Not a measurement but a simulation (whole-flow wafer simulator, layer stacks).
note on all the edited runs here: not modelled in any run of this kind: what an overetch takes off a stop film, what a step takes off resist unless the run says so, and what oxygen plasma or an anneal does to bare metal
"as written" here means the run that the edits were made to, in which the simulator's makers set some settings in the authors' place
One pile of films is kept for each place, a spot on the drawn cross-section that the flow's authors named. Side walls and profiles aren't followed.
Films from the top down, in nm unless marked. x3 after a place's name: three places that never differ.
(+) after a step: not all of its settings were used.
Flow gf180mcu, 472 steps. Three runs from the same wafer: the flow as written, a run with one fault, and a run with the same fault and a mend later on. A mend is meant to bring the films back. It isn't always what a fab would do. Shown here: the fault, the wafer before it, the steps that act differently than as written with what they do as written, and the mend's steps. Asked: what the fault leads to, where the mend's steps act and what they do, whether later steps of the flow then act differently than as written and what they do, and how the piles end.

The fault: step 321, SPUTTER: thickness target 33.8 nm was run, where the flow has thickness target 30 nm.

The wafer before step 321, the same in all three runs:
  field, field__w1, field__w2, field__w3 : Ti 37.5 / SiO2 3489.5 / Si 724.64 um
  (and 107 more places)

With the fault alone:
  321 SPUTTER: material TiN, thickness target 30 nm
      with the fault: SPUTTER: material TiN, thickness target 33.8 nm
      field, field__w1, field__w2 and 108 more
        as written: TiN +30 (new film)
        with the fault: TiN +33.8 (new film)
  Later steps of the flow that act differently than as written (1 more step differs only slightly, by at most 2% or 0.5 nm, whichever is larger, and isn't shown):
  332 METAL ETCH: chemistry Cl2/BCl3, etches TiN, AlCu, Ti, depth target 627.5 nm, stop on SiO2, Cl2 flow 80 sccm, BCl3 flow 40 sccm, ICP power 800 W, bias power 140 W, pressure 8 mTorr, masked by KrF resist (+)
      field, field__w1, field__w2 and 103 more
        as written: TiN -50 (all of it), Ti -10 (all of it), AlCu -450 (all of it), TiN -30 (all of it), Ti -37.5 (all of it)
        with the fault: TiN -50 (all of it), Ti -10 (all of it), AlCu -450 (all of it), TiN -33.8 (all of it), Ti -37.5 (all of it)
  At the end the piles differ from the flow's by more than 2% or 0.5 nm, whichever is larger, at field__w8, contact, m1, m1__w1, m1_nw.
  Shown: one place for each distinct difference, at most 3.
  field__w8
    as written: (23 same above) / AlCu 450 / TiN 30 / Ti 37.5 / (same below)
    with the fault: (23 same above) / AlCu 450 / TiN 33.8 / Ti 37.5 / (same below)
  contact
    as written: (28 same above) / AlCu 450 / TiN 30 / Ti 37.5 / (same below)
    with the fault: (28 same above) / AlCu 450 / TiN 33.8 / Ti 37.5 / (same below)

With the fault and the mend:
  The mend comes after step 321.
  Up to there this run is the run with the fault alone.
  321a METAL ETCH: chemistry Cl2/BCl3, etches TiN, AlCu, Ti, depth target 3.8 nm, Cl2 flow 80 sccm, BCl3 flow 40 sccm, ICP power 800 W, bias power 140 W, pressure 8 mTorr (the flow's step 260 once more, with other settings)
      field, field__w1, field__w2 and 108 more
        TiN -3.8
  No later step of the flow acts differently than as written at any place that is followed.
  At the end the piles are the same as the flow's at every place that both follow.
